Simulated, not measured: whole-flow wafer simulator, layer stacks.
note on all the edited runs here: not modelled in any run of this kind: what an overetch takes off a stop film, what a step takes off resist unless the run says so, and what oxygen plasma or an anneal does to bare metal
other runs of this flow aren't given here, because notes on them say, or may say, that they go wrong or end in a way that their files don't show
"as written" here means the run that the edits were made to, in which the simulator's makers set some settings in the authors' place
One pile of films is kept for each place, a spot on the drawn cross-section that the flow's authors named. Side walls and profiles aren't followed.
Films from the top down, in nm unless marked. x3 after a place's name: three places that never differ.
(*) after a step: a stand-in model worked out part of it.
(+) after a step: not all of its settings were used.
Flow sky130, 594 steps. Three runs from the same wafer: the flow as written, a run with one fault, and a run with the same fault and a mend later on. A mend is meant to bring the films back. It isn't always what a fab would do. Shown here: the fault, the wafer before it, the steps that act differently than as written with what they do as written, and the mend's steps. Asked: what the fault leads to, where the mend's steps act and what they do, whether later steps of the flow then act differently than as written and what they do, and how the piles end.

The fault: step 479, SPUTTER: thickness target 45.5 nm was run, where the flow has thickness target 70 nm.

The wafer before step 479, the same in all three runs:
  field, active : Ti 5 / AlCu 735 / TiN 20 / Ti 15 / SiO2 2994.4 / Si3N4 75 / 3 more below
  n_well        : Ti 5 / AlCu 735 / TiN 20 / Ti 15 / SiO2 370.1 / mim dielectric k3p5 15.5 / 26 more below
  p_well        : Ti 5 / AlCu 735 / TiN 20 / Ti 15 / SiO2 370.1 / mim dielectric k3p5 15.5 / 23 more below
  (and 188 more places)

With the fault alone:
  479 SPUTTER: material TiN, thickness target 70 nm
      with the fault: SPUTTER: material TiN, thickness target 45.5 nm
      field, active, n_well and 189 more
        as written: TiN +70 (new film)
        with the fault: TiN +45.5 (new film)
  Later steps of the flow that act differently than as written (6 more steps differ only slightly, by at most 2% or 0.5 nm, whichever is larger, and aren't shown):
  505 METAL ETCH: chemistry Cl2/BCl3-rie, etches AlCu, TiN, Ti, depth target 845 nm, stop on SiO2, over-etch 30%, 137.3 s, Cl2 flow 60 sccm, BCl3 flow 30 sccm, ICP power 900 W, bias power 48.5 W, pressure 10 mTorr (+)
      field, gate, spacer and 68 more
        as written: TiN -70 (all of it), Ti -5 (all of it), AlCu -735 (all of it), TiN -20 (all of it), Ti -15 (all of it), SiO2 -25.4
        with the fault: TiN -45.5 (all of it), Ti -5 (all of it), AlCu -735 (all of it), TiN -20 (all of it), Ti -15 (all of it), SiO2 -27.8
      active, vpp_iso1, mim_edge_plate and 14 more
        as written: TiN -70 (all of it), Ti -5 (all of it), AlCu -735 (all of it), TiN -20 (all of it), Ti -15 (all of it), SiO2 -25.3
        with the fault: TiN -45.5 (all of it), Ti -5 (all of it), AlCu -735 (all of it), TiN -20 (all of it), Ti -15 (all of it), SiO2 -27.8
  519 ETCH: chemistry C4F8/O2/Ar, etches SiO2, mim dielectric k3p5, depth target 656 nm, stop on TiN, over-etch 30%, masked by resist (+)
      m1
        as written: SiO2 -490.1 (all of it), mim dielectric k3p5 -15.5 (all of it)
        with the fault: SiO2 -514.6 (all of it), mim dielectric k3p5 -15.5 (all of it)
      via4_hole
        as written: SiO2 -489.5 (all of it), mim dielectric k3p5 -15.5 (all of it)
        with the fault: SiO2 -514 (all of it), mim dielectric k3p5 -15.5 (all of it)
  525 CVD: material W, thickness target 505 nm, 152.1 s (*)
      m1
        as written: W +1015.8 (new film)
        with the fault: W +1040.4 (new film)
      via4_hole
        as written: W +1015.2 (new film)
        with the fault: W +1039.8 (new film)
  At the end the piles differ from the flow's by more than 2% or 0.5 nm, whichever is larger, at n_well, p_well, gate_hv and 102 more.
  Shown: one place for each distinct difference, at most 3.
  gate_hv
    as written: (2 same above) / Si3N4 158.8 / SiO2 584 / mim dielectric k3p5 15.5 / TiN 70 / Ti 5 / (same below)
    with the fault: (2 same above) / Si3N4 158.8 / SiO2 608.5 / mim dielectric k3p5 15.5 / TiN 45.5 / Ti 5 / (same below)
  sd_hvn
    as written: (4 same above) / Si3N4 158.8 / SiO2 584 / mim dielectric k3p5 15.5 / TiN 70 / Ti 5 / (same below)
    with the fault: (4 same above) / Si3N4 158.8 / SiO2 608.5 / mim dielectric k3p5 15.5 / TiN 45.5 / Ti 5 / (same below)
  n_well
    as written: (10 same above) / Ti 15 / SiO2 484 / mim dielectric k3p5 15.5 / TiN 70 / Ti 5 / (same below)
    with the fault: (10 same above) / Ti 15 / SiO2 508.5 / mim dielectric k3p5 15.5 / TiN 45.5 / Ti 5 / (same below)

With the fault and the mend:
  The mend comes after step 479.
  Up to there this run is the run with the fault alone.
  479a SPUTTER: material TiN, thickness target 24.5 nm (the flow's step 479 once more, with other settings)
      field, active, n_well and 189 more
        TiN +24.5
  No later step of the flow acts differently than as written at any place that is followed.
  At the end the piles are the same as the flow's at every place that both follow.
